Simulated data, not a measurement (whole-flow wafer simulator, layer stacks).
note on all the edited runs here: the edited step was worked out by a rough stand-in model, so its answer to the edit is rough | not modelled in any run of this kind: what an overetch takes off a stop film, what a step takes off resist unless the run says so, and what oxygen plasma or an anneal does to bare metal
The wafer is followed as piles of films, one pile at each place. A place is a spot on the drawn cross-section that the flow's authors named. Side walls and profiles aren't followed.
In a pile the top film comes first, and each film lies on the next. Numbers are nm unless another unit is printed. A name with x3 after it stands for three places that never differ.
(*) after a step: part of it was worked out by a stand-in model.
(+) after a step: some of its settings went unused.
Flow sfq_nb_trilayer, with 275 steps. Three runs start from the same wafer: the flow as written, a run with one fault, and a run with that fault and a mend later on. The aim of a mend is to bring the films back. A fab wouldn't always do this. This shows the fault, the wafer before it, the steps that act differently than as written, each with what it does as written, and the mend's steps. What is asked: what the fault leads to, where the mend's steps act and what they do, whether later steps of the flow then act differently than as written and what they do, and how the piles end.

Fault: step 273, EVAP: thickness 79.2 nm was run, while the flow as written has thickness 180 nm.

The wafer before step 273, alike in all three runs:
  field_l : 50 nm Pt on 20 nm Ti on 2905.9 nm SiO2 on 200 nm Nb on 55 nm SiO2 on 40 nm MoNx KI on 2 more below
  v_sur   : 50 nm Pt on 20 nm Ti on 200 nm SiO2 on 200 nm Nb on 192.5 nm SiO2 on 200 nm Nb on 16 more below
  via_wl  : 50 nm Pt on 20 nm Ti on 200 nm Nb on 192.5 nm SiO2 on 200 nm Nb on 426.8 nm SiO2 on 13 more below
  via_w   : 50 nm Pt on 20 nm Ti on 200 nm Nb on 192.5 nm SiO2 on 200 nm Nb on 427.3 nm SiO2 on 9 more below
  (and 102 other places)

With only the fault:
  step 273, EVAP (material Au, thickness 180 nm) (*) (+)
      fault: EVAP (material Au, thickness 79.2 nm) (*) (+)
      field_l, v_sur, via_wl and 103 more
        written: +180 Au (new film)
        fault: +79.2 Au (new film)
  Steps later in the flow that act otherwise than as written:
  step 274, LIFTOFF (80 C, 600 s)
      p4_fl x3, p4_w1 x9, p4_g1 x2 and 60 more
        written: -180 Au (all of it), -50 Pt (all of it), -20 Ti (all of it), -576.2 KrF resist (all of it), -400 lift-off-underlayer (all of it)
        fault: -79.2 Au (all of it), -50 Pt (all of it), -20 Ti (all of it), -576.2 KrF resist (all of it), -400 lift-off-underlayer (all of it)
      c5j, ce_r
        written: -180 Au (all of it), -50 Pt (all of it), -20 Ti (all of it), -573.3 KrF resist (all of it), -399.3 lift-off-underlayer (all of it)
        fault: -79.2 Au (all of it), -50 Pt (all of it), -20 Ti (all of it), -573.3 KrF resist (all of it), -399.3 lift-off-underlayer (all of it)
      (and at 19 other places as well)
  By the end, the piles at field_l, v_sur, via_wl and 8 more depart from the flow's by more than 2% or 0.5 nm, whichever is larger.
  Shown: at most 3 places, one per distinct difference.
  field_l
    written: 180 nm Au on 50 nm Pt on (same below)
    fault: 79.2 nm Au on 50 nm Pt on (same below)

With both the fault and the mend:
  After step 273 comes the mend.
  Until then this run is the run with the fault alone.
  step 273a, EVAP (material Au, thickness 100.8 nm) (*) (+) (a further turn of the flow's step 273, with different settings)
      field_l, v_sur, via_wl and 103 more
        +100.8 Au
  None of the later steps of the flow acts differently than as written at any place that is followed.
  At every place that both follow, the piles at the end match the flow's.
